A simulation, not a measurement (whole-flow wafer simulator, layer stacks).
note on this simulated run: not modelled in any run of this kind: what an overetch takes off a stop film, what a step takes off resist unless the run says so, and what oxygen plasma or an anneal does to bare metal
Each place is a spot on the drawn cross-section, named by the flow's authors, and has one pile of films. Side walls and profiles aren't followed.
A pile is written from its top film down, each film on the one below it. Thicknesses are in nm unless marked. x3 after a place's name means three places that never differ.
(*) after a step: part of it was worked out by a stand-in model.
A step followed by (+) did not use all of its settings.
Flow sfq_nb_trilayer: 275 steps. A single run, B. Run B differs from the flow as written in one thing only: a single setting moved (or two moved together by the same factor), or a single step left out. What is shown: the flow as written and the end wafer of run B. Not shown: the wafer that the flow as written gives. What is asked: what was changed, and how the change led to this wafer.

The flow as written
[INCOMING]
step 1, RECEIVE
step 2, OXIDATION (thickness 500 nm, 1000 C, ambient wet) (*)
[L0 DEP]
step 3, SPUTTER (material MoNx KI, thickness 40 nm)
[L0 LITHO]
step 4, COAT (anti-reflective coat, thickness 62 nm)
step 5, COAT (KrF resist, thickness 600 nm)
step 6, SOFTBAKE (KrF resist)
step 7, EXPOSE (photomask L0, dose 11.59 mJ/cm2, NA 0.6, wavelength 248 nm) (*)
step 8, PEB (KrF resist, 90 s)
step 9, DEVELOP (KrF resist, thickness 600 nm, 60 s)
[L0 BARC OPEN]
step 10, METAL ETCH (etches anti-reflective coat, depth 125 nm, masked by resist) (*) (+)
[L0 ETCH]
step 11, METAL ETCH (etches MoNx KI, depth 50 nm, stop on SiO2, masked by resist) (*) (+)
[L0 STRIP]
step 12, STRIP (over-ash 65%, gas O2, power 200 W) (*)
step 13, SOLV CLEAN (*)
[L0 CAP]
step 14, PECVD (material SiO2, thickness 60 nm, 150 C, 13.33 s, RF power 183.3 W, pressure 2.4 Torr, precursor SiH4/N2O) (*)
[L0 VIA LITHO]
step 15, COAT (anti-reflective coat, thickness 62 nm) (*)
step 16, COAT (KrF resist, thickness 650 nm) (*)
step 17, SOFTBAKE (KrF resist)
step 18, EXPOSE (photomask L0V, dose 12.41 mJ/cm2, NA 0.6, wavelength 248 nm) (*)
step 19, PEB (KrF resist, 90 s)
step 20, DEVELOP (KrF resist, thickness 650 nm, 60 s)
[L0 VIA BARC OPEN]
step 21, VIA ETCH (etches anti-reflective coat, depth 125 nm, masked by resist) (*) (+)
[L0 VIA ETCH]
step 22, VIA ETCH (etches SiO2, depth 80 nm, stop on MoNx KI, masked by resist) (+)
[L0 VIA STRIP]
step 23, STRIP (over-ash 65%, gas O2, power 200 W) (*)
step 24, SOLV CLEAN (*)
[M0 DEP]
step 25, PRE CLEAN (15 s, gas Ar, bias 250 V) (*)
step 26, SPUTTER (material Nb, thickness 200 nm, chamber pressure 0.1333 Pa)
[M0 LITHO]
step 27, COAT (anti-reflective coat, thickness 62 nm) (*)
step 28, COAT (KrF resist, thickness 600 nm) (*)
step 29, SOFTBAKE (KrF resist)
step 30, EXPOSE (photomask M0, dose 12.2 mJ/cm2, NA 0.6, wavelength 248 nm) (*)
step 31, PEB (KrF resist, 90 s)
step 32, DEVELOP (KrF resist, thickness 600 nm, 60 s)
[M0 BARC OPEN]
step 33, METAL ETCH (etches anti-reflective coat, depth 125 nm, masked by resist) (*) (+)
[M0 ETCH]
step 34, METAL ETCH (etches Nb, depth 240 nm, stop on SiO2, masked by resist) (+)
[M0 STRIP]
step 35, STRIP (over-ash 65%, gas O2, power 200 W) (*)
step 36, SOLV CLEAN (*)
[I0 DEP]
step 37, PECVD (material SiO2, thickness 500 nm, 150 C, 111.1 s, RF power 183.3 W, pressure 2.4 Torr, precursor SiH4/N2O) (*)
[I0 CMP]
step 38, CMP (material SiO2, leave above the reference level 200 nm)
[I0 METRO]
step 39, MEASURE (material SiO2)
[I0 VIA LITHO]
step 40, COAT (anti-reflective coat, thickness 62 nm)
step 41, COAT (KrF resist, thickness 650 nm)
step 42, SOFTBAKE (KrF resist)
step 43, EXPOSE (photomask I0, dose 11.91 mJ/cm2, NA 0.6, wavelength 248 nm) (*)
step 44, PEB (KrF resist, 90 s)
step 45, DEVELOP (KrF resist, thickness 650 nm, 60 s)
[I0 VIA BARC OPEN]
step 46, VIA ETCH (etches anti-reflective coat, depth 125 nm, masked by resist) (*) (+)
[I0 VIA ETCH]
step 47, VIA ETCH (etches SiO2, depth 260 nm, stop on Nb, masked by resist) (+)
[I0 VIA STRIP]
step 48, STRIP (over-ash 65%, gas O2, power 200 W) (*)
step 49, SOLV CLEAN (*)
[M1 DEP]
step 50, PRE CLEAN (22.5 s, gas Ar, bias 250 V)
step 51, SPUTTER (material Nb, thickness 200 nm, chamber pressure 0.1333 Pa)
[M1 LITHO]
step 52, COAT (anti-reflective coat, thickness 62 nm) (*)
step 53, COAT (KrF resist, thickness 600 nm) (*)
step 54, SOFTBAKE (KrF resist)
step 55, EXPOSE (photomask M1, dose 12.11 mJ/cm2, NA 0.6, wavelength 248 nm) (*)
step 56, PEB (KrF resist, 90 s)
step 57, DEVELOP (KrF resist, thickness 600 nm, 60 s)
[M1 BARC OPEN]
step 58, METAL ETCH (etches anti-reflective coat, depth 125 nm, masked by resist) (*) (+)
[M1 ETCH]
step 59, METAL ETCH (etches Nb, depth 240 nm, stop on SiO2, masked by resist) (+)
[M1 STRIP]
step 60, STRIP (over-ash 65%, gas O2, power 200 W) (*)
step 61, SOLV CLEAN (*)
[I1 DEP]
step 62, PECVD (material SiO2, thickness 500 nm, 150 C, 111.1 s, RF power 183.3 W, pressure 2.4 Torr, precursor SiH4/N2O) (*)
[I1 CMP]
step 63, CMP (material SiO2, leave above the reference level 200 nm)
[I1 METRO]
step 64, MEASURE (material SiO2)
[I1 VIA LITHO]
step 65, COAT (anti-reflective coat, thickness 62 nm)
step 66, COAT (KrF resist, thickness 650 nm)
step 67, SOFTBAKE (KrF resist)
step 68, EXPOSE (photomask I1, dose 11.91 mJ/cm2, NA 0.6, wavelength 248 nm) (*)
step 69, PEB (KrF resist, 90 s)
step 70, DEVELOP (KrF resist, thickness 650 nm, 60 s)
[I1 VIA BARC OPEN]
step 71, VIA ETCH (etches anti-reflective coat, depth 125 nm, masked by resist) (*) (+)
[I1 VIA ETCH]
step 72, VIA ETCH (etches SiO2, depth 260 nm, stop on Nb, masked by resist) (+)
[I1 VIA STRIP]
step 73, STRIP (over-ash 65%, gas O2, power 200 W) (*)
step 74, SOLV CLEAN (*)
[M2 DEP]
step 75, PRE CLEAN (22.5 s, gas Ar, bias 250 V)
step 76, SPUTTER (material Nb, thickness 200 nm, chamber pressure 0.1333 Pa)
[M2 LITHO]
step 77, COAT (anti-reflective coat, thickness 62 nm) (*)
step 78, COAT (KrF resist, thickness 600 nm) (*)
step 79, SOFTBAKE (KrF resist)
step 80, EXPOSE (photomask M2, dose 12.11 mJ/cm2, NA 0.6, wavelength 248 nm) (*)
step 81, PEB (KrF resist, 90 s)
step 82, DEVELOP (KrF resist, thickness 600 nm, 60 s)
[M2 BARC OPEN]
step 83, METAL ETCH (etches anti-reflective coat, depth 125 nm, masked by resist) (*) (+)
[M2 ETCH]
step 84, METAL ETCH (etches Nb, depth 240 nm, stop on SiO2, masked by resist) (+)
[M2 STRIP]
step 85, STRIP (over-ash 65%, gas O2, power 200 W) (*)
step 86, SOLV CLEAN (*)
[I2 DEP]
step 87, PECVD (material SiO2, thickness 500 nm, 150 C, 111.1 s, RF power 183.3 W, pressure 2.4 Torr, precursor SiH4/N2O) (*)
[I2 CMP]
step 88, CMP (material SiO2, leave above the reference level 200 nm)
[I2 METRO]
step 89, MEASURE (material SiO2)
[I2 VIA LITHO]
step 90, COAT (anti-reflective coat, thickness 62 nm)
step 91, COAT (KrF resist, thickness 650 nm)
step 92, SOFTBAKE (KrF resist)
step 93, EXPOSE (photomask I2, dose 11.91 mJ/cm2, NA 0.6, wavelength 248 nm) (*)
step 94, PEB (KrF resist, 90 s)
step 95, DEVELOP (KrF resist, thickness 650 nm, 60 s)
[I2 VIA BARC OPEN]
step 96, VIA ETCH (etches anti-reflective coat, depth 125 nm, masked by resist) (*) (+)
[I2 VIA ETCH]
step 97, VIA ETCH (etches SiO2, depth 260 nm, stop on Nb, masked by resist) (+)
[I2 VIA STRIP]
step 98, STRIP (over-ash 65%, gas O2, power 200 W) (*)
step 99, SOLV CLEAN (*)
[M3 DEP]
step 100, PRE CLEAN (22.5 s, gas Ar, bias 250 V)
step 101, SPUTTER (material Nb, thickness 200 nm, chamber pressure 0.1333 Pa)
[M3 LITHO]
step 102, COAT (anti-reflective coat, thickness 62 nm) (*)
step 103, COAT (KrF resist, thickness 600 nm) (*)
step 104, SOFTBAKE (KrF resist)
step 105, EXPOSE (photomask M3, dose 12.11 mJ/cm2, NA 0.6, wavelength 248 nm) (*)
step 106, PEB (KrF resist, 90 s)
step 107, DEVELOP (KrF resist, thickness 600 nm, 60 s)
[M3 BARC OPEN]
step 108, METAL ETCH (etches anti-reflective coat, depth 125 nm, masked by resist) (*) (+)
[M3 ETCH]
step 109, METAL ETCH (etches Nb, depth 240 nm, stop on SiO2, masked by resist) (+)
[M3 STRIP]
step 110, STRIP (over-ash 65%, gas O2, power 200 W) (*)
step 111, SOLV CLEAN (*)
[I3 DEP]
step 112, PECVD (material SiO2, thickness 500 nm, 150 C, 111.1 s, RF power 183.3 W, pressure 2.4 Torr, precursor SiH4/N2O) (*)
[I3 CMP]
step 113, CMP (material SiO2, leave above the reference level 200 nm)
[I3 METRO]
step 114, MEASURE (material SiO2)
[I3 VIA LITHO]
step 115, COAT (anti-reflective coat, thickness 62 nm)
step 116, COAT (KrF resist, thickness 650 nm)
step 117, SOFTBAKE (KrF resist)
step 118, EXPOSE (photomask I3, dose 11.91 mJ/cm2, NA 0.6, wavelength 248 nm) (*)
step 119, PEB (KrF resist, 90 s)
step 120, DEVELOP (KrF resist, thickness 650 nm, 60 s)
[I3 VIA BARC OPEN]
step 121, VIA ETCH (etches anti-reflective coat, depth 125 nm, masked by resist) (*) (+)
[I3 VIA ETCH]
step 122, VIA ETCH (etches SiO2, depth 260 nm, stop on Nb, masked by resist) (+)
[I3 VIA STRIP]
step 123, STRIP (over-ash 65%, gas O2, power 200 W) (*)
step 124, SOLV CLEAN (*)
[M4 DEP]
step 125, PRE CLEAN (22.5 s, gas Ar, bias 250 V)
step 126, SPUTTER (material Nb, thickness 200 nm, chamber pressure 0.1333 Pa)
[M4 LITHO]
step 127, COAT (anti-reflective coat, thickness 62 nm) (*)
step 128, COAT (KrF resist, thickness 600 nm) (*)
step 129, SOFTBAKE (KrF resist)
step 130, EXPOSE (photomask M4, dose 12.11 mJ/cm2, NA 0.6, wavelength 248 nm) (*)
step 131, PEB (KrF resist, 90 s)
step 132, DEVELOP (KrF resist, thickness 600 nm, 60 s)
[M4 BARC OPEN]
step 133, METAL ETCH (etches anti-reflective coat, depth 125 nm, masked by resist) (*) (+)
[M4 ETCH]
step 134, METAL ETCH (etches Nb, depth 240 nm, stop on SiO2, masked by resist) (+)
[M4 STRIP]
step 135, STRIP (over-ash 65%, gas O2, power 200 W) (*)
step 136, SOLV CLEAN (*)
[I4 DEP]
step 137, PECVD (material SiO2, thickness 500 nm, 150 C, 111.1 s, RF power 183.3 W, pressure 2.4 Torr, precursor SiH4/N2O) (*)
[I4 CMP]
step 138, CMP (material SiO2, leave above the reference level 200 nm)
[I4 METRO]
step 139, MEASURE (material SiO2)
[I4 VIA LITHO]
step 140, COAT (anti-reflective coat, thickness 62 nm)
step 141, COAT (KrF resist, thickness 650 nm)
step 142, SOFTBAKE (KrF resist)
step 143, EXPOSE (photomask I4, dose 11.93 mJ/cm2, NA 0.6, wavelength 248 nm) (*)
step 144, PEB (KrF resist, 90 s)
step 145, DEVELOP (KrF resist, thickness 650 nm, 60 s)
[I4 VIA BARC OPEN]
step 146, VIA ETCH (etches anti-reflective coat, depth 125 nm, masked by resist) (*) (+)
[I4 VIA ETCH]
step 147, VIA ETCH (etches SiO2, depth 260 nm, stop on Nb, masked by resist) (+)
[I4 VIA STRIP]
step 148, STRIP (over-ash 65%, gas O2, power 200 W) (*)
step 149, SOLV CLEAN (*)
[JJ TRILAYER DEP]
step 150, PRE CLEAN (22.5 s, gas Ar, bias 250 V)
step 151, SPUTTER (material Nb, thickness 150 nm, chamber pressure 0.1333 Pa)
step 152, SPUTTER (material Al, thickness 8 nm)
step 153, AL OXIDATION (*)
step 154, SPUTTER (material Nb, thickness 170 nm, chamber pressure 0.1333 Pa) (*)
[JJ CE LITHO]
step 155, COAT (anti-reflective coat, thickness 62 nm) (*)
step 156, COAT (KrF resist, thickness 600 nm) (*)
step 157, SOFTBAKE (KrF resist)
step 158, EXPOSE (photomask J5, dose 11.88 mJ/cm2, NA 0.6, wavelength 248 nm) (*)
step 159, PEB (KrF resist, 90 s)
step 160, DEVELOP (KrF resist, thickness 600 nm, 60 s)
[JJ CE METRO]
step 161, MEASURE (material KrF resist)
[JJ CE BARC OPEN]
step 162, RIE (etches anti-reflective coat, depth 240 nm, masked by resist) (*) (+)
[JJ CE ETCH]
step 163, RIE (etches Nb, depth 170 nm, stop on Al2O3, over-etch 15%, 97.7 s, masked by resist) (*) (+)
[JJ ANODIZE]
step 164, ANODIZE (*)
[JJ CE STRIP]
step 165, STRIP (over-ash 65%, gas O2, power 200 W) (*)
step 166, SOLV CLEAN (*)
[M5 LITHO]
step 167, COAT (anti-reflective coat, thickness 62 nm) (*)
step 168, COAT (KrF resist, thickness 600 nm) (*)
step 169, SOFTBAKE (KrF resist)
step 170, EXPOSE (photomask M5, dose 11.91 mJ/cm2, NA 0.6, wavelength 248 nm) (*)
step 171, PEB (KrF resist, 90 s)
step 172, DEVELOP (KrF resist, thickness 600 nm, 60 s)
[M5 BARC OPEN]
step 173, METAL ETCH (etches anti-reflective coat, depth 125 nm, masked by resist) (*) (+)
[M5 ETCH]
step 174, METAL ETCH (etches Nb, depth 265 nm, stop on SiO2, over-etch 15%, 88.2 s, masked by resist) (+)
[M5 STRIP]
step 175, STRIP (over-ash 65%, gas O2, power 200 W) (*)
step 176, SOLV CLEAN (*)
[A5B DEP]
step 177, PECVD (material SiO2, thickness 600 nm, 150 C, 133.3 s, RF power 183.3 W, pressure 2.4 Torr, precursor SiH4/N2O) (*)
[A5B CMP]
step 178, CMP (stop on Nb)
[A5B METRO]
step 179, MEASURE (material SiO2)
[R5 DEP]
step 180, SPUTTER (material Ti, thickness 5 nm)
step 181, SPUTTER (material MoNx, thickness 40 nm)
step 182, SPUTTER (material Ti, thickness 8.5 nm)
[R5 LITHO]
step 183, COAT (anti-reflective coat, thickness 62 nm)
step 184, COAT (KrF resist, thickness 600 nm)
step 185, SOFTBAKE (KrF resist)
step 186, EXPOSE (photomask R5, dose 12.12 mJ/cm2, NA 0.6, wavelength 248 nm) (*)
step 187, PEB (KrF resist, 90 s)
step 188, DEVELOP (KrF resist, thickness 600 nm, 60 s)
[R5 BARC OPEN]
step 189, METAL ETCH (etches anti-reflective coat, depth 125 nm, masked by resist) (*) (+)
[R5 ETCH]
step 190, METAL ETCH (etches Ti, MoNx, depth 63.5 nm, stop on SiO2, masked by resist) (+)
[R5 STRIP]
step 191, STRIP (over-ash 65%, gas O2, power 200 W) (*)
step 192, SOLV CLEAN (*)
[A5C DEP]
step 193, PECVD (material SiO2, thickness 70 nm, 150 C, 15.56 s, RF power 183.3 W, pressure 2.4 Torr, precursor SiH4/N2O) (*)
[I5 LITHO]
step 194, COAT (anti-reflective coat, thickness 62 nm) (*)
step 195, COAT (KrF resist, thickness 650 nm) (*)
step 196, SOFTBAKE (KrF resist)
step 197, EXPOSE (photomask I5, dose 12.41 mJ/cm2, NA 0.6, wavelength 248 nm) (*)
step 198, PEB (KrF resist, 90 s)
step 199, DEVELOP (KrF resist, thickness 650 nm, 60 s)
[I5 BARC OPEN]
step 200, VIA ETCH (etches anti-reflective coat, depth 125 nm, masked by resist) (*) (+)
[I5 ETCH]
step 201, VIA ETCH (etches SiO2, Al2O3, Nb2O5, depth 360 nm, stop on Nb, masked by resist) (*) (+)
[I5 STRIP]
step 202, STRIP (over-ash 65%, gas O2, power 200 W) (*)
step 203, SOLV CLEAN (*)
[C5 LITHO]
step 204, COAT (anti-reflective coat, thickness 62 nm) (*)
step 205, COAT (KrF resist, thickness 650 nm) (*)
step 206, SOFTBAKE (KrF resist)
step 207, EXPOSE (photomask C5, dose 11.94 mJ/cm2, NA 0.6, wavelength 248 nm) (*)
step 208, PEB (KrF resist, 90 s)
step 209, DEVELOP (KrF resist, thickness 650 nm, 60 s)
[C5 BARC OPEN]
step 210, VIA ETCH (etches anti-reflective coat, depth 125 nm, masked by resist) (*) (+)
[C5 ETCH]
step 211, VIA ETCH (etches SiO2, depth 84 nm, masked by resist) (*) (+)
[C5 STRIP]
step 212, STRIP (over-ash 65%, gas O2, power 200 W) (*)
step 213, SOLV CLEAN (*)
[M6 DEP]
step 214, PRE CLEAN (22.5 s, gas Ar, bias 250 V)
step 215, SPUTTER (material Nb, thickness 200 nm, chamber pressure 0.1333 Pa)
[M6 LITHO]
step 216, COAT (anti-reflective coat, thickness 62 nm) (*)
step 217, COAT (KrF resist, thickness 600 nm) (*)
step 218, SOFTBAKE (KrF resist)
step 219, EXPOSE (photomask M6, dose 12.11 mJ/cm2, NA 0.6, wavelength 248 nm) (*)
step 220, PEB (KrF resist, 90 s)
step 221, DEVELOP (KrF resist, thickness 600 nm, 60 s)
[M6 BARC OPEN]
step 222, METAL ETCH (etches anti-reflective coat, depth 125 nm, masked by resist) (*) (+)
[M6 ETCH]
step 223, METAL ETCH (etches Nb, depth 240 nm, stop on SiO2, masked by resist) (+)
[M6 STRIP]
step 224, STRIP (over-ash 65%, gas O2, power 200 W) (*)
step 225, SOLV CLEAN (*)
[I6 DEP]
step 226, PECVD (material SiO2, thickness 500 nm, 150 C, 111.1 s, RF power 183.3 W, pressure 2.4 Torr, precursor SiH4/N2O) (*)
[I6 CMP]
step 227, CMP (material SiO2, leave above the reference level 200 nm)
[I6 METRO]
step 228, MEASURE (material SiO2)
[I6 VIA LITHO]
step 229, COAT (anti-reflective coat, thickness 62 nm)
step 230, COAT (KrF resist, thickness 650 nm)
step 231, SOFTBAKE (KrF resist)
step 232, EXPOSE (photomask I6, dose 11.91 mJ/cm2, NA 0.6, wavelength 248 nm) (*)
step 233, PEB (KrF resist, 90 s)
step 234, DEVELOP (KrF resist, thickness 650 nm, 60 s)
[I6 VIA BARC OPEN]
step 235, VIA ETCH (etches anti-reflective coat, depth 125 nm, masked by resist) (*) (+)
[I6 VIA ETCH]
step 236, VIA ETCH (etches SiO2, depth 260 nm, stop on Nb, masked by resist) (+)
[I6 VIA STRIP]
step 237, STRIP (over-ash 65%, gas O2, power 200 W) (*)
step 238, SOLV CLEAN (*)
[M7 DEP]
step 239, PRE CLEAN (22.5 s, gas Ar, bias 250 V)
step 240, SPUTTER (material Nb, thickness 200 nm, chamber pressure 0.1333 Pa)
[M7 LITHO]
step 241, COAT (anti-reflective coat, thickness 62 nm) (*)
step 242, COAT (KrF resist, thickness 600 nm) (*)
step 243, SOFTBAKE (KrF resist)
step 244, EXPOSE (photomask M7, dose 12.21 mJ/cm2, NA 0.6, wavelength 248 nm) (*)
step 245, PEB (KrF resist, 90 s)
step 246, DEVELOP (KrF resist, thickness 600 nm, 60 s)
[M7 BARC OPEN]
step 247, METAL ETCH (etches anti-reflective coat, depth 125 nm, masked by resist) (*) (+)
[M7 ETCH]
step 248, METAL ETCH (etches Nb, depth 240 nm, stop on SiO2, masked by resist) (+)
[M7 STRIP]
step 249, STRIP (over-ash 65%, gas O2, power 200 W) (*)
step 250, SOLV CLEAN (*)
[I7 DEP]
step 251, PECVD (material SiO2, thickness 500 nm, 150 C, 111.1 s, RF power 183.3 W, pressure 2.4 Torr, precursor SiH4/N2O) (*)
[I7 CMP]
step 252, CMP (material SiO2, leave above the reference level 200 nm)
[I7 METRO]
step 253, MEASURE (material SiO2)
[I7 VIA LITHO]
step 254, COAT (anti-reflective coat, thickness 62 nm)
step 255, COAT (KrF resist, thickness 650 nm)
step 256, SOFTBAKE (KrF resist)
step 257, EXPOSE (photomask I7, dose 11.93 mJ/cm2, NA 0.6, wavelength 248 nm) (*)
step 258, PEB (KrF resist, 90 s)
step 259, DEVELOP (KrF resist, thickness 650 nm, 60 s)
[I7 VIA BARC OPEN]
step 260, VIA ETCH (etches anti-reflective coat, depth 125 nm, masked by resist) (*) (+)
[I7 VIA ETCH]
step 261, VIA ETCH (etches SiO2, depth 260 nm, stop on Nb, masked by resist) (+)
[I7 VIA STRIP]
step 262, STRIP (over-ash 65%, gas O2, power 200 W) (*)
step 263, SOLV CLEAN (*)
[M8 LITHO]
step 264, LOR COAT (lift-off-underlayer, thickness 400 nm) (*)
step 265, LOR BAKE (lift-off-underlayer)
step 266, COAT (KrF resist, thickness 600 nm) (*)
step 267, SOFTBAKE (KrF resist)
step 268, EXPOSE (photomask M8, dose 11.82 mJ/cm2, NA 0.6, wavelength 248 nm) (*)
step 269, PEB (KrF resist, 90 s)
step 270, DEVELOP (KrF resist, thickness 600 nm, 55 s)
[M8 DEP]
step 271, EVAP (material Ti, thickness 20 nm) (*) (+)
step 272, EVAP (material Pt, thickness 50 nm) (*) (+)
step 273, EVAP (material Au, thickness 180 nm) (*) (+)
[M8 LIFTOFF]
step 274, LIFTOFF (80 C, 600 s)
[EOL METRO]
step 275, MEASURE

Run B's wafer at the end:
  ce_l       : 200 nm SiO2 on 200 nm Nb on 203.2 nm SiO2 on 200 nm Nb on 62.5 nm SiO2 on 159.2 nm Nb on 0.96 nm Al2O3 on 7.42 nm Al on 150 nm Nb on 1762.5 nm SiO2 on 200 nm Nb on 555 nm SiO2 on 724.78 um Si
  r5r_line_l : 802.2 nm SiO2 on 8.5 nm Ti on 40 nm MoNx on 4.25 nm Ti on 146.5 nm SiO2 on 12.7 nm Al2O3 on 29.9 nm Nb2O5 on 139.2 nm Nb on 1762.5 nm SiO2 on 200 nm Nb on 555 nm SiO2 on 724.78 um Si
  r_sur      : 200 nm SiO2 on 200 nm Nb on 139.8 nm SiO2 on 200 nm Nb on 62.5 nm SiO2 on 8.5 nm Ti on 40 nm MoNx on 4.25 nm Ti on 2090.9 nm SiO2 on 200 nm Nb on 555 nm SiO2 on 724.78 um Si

The reason: step 180, SPUTTER: thickness 4.25 nm was run, whereas the flow has thickness 5 nm.
The wafer lets one read it off: r5r_line_l has Ti 4.25, and step 180 as written asks for 5 nm.

Step by step, how the change led to this:
  step 180, SPUTTER (material Ti, thickness 5 nm)
      field_l, v_sur, via_wl and 103 more: Ti gains 4.25 (new film) (in the flow as written it would be: Ti gains 5 (new film))
  step 190, METAL ETCH (etches Ti, MoNx, depth 63.5 nm, stop on SiO2, masked by resist) (+)
      field_l, v_sur, via_wl and 92 more: Ti loses 8.5 (all of it), MoNx loses 40 (all of it), Ti loses 4.25 (all of it) (in the flow as written it would be: Ti loses 8.5 (all of it), MoNx loses 40 (all of it), Ti loses 5 (all of it))
      ce_l, c5j, ce_r, wl_jj: Ti loses 8.5 (all of it), MoNx loses 40 (all of it), Ti loses 4.25 (all of it), Nb loses 10.8 (in the flow as written it would be: Ti loses 8.5 (all of it), MoNx loses 40 (all of it), Ti loses 5 (all of it), Nb loses 10)
